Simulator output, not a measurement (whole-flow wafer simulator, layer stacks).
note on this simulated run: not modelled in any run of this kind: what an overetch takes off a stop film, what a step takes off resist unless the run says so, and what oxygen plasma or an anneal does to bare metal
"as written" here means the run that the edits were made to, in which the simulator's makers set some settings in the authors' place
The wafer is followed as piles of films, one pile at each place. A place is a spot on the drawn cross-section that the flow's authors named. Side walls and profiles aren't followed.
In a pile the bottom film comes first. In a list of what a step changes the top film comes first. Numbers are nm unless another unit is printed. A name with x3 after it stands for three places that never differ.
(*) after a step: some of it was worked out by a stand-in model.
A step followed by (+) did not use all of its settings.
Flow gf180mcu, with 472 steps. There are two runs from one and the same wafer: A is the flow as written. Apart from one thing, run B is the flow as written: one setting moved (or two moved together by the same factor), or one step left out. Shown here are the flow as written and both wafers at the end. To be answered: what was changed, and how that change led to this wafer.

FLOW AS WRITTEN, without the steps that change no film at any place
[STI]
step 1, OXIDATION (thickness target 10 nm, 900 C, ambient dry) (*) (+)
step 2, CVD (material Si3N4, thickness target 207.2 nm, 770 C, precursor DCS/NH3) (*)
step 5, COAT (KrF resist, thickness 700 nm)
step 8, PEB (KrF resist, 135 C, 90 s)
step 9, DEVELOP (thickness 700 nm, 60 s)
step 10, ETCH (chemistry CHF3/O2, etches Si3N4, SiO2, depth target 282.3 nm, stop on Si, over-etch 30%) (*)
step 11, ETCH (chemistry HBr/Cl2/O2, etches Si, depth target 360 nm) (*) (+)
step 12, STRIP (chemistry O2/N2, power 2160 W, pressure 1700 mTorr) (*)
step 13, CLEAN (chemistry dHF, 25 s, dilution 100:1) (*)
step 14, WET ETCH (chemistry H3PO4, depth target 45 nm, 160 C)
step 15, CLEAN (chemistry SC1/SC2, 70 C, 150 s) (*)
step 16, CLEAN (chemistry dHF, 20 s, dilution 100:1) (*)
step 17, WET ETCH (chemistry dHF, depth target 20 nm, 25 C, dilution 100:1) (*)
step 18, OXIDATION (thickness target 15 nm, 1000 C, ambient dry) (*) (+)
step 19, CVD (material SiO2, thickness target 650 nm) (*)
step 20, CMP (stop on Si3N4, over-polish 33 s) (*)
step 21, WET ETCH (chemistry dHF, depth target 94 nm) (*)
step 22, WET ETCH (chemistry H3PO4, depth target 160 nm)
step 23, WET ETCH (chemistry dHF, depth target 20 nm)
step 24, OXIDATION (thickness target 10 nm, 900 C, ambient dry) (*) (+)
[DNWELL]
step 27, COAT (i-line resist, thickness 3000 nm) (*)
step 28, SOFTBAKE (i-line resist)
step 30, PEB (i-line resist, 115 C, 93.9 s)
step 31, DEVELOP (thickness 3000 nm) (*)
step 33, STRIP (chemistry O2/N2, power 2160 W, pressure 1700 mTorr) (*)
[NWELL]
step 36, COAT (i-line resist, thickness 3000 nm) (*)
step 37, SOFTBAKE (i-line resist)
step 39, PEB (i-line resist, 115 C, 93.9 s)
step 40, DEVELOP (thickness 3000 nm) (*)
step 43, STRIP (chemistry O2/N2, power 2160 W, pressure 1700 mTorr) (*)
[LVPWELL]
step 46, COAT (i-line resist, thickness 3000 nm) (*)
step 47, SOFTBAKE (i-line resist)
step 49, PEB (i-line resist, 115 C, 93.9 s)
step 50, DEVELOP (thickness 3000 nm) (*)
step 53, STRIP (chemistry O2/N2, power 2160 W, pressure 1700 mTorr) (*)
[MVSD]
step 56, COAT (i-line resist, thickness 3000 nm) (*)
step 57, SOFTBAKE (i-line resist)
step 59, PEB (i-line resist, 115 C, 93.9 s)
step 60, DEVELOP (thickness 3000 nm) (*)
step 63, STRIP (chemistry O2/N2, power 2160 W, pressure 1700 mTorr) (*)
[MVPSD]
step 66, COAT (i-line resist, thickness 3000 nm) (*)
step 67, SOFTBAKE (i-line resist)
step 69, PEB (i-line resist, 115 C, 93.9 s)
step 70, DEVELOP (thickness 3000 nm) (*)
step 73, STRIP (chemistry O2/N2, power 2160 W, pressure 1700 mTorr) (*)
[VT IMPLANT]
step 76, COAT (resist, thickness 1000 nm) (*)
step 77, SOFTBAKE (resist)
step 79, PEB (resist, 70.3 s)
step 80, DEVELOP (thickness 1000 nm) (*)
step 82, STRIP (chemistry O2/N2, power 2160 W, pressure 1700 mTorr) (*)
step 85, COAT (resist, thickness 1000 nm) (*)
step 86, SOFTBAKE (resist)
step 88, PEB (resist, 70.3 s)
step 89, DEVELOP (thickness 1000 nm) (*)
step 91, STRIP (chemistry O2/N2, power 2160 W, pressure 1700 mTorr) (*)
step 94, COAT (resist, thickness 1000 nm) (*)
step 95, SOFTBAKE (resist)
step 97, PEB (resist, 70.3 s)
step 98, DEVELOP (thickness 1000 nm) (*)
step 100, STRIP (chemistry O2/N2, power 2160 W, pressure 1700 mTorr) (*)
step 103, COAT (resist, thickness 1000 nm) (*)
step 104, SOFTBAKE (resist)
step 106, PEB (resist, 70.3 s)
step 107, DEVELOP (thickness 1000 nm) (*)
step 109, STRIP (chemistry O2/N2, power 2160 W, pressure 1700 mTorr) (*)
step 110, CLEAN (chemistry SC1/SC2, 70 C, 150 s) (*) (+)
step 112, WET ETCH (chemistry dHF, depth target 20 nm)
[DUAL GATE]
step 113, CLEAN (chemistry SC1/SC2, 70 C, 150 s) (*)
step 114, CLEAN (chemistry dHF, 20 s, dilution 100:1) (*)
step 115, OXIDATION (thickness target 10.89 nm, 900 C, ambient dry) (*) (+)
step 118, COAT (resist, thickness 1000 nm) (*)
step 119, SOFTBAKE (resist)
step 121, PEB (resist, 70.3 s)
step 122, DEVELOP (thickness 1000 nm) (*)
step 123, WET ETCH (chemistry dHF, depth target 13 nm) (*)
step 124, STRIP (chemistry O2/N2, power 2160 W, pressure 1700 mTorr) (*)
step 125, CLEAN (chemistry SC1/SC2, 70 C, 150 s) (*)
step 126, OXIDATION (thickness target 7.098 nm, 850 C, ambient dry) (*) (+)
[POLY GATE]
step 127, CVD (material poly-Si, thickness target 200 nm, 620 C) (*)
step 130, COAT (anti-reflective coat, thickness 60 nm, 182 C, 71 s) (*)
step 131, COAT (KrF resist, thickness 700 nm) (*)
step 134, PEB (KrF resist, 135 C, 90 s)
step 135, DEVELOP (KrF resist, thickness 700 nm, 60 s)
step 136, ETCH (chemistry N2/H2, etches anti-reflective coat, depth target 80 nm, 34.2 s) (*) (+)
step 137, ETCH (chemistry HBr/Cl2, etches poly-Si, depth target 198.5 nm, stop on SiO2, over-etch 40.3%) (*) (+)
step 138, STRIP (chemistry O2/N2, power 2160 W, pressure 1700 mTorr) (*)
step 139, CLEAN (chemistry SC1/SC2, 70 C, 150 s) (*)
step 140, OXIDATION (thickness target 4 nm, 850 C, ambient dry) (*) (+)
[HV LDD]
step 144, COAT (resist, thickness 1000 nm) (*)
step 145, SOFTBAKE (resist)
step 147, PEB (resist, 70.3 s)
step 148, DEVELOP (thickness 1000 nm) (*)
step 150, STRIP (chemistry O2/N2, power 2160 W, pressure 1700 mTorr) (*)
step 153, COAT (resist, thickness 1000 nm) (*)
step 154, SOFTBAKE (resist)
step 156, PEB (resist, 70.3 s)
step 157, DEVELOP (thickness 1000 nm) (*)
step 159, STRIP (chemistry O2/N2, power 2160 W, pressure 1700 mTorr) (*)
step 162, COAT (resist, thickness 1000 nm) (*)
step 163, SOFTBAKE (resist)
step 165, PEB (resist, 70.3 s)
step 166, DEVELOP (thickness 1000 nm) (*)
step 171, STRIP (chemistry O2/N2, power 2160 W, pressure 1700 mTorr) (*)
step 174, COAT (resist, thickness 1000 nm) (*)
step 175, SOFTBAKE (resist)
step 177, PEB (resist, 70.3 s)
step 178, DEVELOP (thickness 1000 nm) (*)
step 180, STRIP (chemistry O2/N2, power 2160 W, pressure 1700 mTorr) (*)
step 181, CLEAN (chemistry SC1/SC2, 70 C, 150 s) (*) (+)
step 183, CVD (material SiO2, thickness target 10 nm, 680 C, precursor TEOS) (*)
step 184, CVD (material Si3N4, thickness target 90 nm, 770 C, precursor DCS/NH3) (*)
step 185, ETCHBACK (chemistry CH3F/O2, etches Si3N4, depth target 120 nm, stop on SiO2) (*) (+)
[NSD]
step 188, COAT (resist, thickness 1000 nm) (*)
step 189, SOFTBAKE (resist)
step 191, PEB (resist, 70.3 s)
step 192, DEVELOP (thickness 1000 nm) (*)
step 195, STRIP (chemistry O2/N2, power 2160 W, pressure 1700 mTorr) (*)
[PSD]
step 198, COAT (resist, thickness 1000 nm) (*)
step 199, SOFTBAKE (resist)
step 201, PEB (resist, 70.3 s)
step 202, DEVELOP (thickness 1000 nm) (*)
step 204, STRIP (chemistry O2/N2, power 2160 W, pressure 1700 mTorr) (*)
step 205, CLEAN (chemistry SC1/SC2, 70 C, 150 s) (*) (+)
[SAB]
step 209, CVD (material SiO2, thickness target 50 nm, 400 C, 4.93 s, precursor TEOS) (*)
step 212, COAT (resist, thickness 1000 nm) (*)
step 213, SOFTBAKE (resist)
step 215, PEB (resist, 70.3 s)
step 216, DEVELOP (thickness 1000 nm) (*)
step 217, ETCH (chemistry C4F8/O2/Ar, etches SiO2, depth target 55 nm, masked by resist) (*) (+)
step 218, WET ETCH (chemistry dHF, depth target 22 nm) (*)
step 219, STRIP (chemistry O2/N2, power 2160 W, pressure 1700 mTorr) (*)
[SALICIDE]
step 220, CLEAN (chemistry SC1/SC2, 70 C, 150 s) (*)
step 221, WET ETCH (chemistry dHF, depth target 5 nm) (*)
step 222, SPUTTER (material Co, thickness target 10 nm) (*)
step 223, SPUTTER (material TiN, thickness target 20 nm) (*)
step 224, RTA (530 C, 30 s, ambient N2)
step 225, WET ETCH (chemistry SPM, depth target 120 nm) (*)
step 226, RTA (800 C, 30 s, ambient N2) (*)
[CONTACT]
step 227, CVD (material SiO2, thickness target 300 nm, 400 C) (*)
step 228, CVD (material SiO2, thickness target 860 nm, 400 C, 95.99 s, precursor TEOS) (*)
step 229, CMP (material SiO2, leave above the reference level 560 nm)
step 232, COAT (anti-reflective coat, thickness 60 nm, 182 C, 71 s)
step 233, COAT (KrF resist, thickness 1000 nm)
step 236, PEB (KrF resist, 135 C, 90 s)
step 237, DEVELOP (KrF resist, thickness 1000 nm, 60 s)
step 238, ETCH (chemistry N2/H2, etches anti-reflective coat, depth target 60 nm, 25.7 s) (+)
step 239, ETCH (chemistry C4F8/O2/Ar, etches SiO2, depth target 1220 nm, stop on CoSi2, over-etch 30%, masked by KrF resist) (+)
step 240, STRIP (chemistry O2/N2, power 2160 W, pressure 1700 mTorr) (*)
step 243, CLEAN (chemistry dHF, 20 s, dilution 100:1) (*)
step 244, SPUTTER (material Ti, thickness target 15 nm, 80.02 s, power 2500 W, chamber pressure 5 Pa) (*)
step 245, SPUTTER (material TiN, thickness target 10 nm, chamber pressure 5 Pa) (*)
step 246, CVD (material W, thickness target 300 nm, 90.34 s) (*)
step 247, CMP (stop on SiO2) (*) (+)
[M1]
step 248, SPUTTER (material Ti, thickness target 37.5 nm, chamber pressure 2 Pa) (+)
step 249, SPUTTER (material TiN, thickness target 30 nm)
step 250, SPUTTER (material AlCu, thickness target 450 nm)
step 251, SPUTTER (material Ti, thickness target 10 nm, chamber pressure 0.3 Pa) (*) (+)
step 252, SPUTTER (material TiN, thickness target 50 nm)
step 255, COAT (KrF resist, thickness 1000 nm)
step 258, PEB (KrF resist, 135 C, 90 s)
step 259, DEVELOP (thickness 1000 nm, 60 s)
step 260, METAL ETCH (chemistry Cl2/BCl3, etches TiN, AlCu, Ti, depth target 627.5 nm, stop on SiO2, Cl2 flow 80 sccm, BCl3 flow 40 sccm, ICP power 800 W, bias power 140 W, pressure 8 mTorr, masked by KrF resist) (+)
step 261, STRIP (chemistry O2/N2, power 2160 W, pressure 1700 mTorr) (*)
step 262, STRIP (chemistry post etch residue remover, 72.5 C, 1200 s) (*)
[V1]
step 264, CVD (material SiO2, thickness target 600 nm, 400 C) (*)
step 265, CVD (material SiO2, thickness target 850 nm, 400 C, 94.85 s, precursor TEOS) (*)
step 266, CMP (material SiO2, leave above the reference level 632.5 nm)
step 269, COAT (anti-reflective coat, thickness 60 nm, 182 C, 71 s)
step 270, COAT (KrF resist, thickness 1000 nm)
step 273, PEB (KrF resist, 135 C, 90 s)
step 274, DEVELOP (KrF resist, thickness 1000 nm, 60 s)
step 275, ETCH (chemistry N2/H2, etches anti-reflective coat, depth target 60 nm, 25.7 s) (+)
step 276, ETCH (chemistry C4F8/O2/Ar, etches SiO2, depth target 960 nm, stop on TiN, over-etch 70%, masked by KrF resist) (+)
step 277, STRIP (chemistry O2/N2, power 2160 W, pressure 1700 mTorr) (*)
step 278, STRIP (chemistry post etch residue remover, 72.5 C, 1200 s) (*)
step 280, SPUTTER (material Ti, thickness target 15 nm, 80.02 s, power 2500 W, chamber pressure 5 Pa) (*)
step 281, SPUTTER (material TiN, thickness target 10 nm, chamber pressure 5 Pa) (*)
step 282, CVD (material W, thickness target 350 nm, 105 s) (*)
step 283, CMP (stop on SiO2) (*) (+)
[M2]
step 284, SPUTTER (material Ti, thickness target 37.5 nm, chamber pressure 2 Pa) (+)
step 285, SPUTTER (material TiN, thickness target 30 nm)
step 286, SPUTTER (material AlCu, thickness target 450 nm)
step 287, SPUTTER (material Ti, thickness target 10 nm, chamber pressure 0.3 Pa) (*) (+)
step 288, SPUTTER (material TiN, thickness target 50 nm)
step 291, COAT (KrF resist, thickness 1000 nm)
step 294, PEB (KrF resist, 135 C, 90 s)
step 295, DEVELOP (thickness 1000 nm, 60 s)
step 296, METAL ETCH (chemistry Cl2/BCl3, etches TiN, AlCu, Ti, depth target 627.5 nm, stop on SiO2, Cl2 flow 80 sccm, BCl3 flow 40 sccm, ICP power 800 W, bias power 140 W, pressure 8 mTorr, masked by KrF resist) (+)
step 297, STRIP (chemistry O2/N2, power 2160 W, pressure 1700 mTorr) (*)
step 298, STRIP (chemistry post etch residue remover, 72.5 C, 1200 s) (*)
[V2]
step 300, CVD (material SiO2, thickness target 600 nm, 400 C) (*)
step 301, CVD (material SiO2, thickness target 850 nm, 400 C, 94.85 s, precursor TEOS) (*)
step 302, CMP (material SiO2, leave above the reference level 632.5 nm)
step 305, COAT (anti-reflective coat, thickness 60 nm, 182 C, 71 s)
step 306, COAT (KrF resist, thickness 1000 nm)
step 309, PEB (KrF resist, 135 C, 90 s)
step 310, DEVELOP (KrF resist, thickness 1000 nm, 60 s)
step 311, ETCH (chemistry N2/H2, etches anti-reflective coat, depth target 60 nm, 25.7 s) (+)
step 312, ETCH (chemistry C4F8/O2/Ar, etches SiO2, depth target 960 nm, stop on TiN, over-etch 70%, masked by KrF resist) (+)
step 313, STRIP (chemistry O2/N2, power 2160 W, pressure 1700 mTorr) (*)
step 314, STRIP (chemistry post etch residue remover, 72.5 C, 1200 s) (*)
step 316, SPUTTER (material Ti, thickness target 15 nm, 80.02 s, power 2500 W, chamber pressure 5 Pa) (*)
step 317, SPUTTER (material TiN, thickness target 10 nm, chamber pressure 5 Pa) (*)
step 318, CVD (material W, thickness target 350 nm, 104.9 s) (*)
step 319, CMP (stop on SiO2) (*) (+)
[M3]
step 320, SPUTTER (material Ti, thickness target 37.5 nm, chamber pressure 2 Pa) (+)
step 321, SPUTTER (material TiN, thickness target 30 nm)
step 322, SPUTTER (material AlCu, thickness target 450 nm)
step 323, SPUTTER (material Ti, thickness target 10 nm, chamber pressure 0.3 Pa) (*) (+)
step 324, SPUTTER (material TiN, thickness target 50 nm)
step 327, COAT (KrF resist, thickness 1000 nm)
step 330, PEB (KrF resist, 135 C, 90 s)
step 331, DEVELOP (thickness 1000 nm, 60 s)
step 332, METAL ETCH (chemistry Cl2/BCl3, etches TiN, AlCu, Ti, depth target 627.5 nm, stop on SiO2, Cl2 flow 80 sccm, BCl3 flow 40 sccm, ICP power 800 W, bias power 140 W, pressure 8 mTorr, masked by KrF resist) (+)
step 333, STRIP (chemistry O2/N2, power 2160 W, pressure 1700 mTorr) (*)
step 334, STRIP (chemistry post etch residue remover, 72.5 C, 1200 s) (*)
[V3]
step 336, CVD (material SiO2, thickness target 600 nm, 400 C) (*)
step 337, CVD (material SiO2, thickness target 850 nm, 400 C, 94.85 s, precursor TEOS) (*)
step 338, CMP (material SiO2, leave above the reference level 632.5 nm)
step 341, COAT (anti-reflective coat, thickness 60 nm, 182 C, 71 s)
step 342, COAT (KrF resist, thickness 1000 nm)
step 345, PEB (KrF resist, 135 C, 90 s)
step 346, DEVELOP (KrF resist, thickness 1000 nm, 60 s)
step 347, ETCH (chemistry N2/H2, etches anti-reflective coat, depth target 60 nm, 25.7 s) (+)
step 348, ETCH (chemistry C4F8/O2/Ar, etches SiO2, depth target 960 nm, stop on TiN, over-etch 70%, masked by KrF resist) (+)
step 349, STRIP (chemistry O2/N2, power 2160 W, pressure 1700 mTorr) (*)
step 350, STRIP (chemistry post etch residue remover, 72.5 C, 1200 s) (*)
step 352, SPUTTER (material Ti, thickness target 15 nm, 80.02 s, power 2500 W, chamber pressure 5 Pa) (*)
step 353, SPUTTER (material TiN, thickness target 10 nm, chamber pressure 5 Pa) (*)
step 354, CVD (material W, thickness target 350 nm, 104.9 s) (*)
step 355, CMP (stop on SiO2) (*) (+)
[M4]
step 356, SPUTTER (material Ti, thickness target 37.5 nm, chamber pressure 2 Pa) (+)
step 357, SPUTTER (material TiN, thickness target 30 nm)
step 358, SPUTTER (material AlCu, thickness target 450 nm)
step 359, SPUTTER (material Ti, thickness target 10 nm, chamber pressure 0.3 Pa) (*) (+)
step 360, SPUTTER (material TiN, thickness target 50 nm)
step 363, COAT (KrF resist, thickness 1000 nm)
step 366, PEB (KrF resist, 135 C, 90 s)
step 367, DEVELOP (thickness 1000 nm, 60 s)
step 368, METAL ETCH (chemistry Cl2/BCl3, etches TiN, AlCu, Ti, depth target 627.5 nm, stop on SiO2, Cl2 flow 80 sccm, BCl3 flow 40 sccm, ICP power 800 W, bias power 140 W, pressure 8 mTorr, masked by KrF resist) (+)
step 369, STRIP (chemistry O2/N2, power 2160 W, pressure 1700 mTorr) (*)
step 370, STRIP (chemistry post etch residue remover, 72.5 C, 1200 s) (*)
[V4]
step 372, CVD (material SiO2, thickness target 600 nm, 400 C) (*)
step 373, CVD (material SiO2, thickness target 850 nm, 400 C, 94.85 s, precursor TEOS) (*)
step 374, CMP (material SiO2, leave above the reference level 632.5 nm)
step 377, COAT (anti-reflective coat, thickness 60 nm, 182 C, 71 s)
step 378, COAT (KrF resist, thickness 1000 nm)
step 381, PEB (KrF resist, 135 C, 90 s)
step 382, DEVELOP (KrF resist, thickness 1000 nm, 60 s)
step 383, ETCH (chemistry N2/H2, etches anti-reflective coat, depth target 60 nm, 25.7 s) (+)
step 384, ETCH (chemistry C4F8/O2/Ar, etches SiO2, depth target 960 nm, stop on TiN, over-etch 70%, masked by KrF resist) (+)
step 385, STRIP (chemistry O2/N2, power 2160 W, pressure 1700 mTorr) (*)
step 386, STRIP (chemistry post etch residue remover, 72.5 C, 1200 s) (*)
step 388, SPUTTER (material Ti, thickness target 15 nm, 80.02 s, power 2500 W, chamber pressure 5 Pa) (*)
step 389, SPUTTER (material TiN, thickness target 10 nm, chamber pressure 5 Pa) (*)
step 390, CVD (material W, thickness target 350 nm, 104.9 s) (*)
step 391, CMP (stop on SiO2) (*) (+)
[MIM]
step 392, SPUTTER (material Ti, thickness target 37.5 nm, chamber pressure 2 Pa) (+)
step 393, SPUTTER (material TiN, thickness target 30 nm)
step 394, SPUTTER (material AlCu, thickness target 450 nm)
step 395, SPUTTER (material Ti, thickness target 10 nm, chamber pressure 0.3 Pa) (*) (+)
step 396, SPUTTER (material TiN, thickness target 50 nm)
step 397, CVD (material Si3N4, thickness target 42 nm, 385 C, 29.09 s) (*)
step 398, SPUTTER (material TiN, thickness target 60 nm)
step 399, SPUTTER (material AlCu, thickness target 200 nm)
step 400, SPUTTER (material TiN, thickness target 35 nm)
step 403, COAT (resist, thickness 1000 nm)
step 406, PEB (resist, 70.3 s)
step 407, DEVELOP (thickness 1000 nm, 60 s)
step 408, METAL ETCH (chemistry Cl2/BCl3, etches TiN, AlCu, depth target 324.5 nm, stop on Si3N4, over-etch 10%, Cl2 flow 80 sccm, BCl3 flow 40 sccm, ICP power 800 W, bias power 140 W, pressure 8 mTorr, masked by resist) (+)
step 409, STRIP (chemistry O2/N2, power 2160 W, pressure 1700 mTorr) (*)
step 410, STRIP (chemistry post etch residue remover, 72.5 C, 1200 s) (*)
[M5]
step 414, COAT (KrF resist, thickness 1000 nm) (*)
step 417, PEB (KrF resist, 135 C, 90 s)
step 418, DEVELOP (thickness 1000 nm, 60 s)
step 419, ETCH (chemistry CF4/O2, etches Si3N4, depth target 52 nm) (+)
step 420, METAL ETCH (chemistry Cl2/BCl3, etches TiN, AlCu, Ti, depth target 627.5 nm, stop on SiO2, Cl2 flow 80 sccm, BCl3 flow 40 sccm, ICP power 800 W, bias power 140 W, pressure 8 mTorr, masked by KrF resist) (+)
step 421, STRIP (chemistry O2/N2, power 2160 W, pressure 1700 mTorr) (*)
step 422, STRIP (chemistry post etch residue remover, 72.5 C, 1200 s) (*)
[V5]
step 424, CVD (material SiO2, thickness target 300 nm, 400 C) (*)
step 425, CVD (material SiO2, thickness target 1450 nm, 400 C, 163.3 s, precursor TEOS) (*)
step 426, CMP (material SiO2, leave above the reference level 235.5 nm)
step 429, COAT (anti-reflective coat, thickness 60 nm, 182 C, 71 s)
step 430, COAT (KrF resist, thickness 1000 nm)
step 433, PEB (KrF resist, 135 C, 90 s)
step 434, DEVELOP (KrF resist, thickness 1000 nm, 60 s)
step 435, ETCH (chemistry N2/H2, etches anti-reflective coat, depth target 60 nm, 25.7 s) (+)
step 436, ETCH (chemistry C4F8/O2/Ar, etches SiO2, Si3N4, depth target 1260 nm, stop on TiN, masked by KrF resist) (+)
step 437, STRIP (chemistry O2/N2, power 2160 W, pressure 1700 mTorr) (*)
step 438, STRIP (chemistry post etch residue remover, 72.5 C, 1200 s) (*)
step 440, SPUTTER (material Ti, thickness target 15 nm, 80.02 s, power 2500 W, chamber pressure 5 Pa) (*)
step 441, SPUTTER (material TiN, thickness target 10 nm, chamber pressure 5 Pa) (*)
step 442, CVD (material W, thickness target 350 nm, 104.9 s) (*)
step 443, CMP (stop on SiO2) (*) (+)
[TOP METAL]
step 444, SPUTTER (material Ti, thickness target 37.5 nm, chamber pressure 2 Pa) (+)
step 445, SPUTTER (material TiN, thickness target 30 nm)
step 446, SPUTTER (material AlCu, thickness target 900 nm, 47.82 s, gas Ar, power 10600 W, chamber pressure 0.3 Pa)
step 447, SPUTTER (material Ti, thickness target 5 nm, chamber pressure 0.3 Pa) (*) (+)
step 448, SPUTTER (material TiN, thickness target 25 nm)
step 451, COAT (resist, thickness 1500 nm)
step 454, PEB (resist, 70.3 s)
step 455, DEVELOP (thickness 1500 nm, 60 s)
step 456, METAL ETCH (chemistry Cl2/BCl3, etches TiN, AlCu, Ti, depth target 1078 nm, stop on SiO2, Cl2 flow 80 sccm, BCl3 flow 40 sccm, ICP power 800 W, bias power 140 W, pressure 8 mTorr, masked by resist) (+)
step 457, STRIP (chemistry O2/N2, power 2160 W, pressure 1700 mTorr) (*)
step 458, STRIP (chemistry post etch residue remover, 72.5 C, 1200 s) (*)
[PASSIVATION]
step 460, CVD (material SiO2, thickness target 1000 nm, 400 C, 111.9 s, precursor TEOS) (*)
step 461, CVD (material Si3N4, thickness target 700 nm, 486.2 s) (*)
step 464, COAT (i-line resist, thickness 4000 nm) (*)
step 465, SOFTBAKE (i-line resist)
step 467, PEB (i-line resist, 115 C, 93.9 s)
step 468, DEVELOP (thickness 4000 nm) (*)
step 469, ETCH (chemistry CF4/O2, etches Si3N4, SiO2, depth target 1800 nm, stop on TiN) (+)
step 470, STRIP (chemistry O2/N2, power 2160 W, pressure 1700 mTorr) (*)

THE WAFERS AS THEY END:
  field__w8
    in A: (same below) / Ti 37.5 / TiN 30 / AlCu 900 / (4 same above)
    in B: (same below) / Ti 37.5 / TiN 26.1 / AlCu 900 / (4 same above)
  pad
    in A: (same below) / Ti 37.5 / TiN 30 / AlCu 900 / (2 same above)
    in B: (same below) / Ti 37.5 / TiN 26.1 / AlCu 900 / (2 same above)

What caused this: step 445, SPUTTER: thickness target 26.1 nm was run, though the flow has thickness target 30 nm.
The wafer itself shows it: field__w8 has TiN 26.1, and step 445 as written asks for 30 nm.

The path from the change to this, step by step:
  step 445, SPUTTER (material TiN, thickness target 30 nm)
      field, field__w1, field__w2 and 109 more: A TiN gains 30 (new film) | B TiN gains 26.1 (new film)
  step 456, METAL ETCH (chemistry Cl2/BCl3, etches TiN, AlCu, Ti, depth target 1078 nm, stop on SiO2, Cl2 flow 80 sccm, BCl3 flow 40 sccm, ICP power 800 W, bias power 140 W, pressure 8 mTorr, masked by resist) (+)
      field, field__w1, field__w2 and 103 more: A TiN loses 25 (all of it), Ti loses 5 (all of it), AlCu loses 900 (all of it), TiN loses 30 (all of it), Ti loses 37.5 (all of it) | B TiN loses 25 (all of it), Ti loses 5 (all of it), AlCu loses 900 (all of it), TiN loses 26.1 (all of it), Ti loses 37.5 (all of it)
